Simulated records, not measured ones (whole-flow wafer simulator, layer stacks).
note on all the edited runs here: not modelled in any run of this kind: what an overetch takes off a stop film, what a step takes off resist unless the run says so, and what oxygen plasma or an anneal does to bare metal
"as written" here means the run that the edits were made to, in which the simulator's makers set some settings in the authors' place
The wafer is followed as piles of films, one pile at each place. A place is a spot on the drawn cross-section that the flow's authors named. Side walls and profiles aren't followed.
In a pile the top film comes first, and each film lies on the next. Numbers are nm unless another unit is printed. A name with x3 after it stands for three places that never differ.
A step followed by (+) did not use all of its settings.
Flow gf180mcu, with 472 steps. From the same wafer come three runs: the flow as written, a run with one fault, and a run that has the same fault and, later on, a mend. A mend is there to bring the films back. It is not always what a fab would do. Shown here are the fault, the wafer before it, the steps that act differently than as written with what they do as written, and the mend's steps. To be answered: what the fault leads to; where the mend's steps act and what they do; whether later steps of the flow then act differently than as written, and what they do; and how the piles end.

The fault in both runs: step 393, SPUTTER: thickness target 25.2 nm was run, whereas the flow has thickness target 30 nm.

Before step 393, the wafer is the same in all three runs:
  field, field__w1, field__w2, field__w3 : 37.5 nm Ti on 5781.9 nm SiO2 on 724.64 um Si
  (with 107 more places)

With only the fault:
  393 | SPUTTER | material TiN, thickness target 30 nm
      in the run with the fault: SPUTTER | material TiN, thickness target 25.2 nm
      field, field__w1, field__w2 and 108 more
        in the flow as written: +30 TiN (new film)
        in the run with the fault: +25.2 TiN (new film)
  Steps later in the flow that act otherwise than as written (2 more steps, not shown, differ only slightly: by at most 2% or 0.5 nm, whichever is larger):
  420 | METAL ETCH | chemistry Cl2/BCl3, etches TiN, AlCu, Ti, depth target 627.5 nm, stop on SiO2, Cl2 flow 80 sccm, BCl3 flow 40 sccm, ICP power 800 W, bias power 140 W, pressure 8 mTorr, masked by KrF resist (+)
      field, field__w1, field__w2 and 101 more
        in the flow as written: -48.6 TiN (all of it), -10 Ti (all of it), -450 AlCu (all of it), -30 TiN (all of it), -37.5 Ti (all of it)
        in the run with the fault: -48.6 TiN (all of it), -10 Ti (all of it), -450 AlCu (all of it), -25.2 TiN (all of it), -37.5 Ti (all of it)
  At field__w4, field__w8, contact, m1, m1__w1, mim, mim_1p0, m1_nw, the piles at the end differ from the flow's by more than 2% or 0.5 nm, whichever is larger.
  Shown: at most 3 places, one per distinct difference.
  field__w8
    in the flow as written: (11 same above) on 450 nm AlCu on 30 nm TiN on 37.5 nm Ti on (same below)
    in the run with the fault: (11 same above) on 450 nm AlCu on 25.2 nm TiN on 37.5 nm Ti on (same below)
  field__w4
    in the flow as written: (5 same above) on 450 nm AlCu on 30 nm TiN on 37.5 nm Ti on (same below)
    in the run with the fault: (5 same above) on 450 nm AlCu on 25.2 nm TiN on 37.5 nm Ti on (same below)
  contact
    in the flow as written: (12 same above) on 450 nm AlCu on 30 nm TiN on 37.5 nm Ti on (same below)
    in the run with the fault: (12 same above) on 450 nm AlCu on 25.2 nm TiN on 37.5 nm Ti on (same below)

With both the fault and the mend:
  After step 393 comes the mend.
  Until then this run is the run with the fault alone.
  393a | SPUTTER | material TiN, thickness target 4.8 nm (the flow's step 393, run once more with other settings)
      field, field__w1, field__w2 and 108 more
        +4.8 TiN
  Later steps of the flow that are run all act as written at every place that is followed.
  At every place that both follow, the piles at the end match the flow's.
